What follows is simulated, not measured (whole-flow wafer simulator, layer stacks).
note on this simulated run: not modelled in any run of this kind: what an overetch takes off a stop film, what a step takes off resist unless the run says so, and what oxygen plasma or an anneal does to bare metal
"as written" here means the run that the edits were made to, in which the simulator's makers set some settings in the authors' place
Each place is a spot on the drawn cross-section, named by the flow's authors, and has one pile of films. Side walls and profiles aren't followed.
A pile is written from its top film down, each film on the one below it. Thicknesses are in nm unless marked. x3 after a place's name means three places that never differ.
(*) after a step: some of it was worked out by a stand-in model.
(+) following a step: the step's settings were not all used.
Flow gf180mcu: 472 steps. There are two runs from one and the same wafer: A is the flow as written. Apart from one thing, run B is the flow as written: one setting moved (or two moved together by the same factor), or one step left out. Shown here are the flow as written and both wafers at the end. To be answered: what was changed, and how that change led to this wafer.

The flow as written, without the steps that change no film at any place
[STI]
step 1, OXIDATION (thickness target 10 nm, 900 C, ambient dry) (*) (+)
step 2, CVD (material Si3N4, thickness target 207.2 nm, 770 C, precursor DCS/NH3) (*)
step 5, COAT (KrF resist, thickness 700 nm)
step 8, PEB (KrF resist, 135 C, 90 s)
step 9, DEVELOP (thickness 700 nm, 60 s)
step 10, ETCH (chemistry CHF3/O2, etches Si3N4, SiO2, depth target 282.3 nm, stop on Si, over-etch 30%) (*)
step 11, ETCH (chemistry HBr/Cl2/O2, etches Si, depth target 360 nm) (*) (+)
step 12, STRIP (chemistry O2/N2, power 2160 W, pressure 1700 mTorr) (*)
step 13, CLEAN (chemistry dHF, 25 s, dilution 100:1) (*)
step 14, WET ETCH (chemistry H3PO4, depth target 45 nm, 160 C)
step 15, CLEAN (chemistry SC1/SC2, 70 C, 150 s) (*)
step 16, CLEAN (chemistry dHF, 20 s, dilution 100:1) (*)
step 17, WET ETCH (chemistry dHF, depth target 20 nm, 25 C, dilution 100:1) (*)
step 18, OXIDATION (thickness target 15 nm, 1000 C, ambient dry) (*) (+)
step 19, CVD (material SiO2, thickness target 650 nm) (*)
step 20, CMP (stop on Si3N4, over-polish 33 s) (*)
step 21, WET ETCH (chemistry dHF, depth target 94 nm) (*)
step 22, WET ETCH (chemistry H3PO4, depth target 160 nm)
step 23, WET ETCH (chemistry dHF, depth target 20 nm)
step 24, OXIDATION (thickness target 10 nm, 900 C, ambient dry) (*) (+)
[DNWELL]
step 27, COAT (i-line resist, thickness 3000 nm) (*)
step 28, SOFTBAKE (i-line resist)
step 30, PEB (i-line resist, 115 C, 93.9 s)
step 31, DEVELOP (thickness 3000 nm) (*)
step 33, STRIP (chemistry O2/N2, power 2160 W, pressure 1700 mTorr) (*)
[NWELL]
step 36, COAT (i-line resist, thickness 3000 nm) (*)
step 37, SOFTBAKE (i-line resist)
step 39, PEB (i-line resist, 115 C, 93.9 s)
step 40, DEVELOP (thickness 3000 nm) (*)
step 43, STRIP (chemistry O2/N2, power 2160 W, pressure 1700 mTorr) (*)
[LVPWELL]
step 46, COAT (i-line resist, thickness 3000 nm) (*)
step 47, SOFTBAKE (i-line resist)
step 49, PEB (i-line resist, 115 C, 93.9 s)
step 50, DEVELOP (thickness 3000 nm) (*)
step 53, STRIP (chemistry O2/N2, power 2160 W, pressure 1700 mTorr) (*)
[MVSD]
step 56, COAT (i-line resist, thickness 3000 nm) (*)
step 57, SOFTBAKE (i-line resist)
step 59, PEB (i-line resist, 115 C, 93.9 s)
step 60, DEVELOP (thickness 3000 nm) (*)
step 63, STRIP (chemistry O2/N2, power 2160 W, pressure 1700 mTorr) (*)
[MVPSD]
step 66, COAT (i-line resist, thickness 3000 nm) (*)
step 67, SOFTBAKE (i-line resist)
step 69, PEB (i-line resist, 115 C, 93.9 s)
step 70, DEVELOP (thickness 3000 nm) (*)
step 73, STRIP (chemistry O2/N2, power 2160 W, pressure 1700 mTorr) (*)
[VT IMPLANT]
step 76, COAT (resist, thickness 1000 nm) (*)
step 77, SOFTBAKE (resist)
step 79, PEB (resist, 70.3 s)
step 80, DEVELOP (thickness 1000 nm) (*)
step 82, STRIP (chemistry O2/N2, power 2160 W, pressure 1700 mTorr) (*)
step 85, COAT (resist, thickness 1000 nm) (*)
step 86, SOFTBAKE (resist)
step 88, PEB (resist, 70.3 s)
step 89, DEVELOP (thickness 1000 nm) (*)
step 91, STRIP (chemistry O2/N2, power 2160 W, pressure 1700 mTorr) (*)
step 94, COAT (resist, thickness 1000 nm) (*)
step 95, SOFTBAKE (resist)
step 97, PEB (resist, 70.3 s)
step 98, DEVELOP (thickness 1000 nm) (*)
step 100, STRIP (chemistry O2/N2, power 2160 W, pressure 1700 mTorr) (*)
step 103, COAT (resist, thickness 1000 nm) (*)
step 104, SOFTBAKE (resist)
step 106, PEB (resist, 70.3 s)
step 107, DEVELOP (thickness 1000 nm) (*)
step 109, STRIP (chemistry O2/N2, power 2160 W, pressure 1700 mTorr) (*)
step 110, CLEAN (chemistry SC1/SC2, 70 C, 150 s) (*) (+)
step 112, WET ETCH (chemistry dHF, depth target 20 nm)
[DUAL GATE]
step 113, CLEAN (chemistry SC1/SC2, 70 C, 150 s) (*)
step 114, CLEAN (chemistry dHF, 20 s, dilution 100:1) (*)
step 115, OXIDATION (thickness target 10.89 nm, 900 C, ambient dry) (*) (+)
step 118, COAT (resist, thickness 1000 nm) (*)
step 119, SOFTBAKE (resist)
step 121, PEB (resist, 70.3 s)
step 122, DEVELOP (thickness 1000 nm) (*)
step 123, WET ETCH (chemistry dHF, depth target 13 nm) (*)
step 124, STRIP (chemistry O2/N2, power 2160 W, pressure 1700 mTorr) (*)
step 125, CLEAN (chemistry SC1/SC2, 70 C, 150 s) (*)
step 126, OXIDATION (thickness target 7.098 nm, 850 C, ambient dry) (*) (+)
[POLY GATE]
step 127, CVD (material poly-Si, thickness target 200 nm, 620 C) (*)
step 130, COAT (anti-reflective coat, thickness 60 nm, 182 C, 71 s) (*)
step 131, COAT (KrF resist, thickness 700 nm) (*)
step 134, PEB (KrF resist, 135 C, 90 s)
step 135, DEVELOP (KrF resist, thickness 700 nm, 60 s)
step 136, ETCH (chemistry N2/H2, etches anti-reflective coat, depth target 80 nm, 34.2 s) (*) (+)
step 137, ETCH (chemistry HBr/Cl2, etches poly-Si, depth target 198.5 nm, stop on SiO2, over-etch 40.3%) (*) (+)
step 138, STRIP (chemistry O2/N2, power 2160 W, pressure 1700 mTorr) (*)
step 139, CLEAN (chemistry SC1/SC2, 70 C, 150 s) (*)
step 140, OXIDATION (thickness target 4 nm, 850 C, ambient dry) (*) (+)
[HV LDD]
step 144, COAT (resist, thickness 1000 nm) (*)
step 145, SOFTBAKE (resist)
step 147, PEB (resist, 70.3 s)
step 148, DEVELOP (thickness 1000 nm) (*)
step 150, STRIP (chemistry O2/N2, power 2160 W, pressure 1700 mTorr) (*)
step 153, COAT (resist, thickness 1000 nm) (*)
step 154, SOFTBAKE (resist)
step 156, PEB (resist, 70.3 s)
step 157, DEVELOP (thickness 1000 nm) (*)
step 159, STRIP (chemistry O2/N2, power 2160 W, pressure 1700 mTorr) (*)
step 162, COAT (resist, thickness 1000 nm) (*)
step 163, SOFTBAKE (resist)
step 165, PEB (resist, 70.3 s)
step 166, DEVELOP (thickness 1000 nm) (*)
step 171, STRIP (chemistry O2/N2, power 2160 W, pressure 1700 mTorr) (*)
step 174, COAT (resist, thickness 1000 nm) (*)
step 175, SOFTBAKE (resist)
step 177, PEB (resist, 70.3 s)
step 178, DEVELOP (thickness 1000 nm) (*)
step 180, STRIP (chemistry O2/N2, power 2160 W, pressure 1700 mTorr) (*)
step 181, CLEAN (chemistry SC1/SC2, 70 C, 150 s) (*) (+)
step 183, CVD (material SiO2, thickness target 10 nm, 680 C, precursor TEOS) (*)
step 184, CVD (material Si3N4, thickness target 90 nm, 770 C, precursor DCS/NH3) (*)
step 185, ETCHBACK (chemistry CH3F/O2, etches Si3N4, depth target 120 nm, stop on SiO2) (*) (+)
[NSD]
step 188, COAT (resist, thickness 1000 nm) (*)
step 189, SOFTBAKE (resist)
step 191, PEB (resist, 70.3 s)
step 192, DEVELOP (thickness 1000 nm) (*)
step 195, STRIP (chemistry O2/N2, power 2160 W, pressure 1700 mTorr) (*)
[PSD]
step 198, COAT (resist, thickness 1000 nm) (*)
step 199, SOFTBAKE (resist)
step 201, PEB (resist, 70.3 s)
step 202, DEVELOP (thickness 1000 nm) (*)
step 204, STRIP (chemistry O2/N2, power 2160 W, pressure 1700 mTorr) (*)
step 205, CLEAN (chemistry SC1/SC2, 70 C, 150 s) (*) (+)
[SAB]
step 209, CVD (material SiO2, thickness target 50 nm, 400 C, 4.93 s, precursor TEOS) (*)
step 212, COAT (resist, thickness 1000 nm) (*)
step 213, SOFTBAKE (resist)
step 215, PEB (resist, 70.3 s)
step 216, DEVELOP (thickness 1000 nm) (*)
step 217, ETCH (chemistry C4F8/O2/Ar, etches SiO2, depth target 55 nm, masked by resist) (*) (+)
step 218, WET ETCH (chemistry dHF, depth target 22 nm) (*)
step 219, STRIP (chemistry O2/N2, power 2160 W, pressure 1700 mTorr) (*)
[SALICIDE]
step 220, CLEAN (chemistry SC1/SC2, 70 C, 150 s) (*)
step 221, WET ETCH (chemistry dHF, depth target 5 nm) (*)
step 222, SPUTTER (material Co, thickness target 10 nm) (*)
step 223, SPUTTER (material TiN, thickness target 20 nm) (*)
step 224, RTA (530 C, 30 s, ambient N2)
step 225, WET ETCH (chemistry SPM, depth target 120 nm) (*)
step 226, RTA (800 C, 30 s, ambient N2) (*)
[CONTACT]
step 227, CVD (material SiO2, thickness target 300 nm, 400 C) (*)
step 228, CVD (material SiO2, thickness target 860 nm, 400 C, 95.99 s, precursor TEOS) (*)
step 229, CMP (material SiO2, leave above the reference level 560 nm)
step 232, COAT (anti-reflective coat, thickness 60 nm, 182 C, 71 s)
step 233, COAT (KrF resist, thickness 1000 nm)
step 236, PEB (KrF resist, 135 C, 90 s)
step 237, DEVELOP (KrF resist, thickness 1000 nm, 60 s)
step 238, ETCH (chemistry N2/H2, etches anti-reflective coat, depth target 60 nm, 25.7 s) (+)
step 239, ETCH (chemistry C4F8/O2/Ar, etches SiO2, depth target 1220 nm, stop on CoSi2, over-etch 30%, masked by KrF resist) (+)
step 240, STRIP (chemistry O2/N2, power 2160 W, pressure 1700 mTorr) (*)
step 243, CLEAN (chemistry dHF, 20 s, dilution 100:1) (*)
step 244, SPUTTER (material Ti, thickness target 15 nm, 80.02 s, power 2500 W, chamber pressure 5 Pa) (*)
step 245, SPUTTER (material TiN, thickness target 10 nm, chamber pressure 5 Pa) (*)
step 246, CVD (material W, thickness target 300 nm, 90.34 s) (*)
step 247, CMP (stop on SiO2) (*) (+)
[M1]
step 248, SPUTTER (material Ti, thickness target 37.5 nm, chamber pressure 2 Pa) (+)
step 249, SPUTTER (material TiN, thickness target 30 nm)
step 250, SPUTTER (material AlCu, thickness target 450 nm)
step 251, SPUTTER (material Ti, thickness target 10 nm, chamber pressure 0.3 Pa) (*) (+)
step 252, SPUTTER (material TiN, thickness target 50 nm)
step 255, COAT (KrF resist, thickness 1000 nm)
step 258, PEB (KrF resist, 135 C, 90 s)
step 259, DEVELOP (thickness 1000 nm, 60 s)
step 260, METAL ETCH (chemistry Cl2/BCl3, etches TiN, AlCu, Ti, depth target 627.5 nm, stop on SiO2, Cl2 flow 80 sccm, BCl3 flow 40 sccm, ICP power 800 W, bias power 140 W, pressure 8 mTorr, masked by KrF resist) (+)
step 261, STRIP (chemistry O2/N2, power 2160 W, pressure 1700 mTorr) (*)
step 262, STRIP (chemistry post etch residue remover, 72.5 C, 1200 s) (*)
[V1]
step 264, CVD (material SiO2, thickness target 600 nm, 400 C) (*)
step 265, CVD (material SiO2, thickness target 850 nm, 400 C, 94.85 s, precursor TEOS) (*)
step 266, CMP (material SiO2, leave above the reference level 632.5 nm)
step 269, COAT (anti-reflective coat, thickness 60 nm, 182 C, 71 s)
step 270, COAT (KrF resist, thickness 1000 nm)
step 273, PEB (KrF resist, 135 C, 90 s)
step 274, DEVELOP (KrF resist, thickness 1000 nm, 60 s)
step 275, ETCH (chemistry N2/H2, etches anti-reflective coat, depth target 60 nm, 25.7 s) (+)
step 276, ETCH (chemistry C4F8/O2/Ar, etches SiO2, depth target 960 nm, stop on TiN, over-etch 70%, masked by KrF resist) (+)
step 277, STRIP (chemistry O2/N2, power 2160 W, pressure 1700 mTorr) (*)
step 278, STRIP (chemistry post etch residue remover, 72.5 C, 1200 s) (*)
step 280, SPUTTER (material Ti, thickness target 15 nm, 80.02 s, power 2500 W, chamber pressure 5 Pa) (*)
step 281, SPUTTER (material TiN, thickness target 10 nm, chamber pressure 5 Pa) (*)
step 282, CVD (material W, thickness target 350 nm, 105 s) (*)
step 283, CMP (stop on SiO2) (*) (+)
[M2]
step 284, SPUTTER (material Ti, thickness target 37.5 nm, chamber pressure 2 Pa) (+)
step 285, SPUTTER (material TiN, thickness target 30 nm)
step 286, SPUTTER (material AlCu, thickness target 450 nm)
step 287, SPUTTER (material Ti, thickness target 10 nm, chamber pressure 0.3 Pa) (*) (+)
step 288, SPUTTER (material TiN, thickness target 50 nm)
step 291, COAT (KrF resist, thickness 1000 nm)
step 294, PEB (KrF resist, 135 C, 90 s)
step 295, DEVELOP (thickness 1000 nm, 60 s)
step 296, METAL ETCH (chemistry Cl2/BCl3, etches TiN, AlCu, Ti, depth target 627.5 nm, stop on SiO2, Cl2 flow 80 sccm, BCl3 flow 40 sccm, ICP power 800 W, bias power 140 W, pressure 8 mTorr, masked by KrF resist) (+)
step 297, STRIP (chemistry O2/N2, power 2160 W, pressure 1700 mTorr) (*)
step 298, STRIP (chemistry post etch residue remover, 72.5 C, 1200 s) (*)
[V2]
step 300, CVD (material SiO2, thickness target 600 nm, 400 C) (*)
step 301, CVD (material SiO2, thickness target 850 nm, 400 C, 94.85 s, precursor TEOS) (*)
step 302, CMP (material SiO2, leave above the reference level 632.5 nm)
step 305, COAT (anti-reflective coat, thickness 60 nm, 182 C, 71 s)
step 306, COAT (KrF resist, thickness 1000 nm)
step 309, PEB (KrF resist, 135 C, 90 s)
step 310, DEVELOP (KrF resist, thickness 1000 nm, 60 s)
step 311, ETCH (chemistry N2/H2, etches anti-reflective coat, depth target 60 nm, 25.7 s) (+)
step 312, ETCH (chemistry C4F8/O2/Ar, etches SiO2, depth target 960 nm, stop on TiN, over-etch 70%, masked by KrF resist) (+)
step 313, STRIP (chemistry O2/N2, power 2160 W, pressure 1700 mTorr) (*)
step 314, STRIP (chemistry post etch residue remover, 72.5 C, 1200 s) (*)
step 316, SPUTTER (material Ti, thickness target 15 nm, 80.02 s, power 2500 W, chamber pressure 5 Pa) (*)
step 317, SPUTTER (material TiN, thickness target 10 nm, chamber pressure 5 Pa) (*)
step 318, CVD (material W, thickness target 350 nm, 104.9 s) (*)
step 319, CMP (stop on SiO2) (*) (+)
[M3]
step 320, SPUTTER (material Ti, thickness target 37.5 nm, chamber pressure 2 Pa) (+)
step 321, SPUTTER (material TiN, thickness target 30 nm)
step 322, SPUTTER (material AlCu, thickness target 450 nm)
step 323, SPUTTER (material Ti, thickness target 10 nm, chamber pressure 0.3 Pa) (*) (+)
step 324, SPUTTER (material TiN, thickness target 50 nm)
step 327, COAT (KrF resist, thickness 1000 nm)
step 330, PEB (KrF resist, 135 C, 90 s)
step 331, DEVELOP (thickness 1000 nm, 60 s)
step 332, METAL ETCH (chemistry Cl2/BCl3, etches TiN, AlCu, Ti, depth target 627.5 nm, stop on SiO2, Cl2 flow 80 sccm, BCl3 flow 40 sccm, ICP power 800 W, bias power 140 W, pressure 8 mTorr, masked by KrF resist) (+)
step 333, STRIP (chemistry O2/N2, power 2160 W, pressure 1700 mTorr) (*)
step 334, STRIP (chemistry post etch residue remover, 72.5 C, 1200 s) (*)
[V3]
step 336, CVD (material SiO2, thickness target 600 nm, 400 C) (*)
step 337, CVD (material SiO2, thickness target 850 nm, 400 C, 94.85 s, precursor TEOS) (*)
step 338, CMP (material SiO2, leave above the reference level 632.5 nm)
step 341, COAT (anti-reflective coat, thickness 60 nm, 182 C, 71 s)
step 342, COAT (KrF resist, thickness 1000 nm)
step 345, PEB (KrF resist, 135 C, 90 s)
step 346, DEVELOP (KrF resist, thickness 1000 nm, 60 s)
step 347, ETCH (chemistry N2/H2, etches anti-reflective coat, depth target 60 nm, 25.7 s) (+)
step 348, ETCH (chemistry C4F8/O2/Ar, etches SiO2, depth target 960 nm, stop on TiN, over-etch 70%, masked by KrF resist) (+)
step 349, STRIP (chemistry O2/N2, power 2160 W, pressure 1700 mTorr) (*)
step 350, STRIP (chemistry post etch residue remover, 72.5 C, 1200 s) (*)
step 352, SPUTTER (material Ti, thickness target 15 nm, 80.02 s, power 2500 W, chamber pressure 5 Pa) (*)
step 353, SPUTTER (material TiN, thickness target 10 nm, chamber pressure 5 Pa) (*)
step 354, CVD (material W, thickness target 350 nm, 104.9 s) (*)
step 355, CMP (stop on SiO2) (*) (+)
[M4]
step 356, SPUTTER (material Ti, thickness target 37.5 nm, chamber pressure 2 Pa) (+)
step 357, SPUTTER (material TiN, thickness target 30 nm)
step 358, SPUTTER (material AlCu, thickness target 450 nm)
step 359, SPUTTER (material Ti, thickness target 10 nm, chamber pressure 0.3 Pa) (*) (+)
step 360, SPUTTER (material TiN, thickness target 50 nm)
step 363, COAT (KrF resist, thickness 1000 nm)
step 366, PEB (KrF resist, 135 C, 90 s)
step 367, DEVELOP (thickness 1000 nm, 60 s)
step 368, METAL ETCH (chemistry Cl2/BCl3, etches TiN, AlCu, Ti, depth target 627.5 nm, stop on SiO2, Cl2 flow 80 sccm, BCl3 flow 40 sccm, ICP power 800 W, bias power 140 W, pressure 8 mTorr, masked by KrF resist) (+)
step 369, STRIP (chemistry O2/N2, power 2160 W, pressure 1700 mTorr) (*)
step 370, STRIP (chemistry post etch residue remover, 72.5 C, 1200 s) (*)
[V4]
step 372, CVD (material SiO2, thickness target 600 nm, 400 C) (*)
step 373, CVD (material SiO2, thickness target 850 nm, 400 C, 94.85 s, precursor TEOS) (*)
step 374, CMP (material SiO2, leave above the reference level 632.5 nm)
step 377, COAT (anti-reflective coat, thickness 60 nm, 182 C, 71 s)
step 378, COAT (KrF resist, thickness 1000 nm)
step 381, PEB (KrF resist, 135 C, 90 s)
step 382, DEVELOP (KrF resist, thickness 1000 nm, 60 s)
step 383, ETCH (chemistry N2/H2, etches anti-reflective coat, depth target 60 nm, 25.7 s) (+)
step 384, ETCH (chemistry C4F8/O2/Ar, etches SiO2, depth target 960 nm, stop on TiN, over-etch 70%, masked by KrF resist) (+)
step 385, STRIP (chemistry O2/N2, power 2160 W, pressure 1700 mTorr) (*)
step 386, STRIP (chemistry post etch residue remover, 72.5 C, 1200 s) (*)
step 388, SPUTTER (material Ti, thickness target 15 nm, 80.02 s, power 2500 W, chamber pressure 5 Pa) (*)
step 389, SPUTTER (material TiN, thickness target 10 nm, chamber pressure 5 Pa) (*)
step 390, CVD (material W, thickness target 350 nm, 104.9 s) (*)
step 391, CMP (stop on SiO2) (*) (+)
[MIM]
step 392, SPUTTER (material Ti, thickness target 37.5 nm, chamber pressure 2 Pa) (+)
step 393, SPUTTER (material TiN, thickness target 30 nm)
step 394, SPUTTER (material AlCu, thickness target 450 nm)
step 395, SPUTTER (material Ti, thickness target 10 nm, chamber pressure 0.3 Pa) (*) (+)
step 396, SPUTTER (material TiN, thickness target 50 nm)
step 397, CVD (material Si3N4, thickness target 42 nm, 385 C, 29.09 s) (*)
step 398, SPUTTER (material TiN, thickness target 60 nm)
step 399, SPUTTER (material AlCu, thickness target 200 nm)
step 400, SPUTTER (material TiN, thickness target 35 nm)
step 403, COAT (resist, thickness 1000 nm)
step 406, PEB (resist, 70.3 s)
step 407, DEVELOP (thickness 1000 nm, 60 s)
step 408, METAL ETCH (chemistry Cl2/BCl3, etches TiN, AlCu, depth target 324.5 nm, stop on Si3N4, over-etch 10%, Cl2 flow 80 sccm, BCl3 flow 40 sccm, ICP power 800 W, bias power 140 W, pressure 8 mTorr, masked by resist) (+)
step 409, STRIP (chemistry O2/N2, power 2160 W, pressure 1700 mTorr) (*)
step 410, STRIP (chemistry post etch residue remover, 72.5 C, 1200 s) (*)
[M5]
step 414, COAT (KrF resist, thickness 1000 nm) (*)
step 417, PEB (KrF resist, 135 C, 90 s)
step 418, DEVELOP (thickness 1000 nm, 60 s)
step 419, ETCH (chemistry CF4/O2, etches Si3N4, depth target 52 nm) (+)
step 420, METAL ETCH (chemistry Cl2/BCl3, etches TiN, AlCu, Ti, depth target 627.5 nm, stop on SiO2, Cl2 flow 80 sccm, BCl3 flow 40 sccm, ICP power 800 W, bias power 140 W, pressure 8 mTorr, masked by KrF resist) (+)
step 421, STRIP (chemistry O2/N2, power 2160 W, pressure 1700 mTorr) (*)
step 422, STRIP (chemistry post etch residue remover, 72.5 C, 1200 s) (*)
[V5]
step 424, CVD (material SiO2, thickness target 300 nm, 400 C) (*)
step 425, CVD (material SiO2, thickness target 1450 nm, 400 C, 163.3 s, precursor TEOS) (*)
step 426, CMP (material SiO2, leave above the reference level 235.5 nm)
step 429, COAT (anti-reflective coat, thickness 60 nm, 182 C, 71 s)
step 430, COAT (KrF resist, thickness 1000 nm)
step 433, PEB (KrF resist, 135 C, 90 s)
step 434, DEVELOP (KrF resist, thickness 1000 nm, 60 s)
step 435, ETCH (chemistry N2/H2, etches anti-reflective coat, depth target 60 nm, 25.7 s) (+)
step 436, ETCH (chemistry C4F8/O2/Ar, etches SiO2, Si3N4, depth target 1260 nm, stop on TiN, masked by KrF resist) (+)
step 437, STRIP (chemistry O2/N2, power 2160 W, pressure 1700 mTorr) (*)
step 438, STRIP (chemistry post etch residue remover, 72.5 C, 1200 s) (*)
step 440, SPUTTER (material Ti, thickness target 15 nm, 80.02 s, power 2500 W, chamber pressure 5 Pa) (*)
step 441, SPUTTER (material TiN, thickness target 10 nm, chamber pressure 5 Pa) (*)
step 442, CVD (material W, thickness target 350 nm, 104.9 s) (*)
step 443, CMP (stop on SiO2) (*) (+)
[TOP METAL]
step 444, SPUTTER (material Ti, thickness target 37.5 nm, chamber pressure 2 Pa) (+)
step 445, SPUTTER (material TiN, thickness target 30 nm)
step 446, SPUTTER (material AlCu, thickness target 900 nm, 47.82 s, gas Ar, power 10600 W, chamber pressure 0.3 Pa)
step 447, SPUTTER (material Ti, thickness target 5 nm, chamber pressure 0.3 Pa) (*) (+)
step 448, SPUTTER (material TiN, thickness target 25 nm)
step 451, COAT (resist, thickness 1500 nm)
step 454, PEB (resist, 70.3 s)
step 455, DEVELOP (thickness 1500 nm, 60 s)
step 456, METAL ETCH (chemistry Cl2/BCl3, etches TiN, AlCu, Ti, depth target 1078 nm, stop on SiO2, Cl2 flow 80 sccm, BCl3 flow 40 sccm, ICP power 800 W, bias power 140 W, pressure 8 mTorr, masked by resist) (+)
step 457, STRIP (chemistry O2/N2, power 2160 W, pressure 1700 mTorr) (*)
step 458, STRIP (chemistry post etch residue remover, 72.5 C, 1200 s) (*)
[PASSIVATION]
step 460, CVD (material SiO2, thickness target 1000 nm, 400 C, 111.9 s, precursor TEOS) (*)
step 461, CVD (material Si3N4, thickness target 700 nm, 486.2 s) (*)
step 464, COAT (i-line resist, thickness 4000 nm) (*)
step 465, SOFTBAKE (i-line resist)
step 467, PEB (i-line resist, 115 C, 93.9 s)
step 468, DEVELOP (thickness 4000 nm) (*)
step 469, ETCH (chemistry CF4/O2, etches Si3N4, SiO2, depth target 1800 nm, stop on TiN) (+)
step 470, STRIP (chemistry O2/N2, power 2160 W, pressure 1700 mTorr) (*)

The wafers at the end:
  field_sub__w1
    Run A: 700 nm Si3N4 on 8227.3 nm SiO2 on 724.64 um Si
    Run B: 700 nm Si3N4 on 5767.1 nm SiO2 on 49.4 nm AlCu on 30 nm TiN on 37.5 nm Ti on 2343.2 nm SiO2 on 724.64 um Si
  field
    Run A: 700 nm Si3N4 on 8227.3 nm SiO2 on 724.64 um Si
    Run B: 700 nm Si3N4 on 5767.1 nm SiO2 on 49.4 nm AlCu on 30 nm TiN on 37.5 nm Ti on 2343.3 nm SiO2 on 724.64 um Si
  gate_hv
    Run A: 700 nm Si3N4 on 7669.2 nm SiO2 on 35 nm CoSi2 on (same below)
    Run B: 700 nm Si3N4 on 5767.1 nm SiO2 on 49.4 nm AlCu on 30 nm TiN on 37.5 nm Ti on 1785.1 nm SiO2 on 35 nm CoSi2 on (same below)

Cause: step 296, METAL ETCH: depth target 454.9 nm was run, whereas the flow has depth target 627.5 nm.

The path from the change to this, step by step:
  step 296, METAL ETCH (chemistry Cl2/BCl3, etches TiN, AlCu, Ti, depth target 627.5 nm, stop on SiO2, Cl2 flow 80 sccm, BCl3 flow 40 sccm, ICP power 800 W, bias power 140 W, pressure 8 mTorr, masked by KrF resist) (+)
      field, field__w1, field__w2 and 103 more: A -50 TiN (all of it), -10 Ti (all of it), -450 AlCu (all of it), -30 TiN (all of it), -37.5 Ti (all of it) | B -50 TiN (all of it), -10 Ti (all of it), -394.9 AlCu
      field__w8, contact, m1, m1__w1, m1_nw: A -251 KrF resist | B -182 KrF resist
  step 297, STRIP (chemistry O2/N2, power 2160 W, pressure 1700 mTorr) (*)
      field__w8, contact, m1, m1__w1, m1_nw: A -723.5 KrF resist (all of it) | B -792.6 KrF resist (all of it)
  step 298, STRIP (chemistry post etch residue remover, 72.5 C, 1200 s) (*)
      field, field__w1, field__w2 and 103 more: A nothing | B -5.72 AlCu
  step 300, CVD (material SiO2, thickness target 600 nm, 400 C) (*)
      field, field__w1, field__w2 and 103 more: A +600 SiO2 | B +600 SiO2 (new film)
  step 302, CMP (material SiO2, leave above the reference level 632.5 nm)
      field, field__w1, field__w2 and 103 more: A -300 SiO2 | B -416.9 SiO2
Taking metal films that touch as one body, field_sub__w1 has 1 body; the flow as written gives 0 bodies.
Taking metal films that touch as one body, field has 1 body; the flow as written gives 0 bodies.
Taking metal films that touch as one body, gate_hv has 2 bodies (between them, from the top down: SiO2 1785.1); the flow as written gives 1 body.
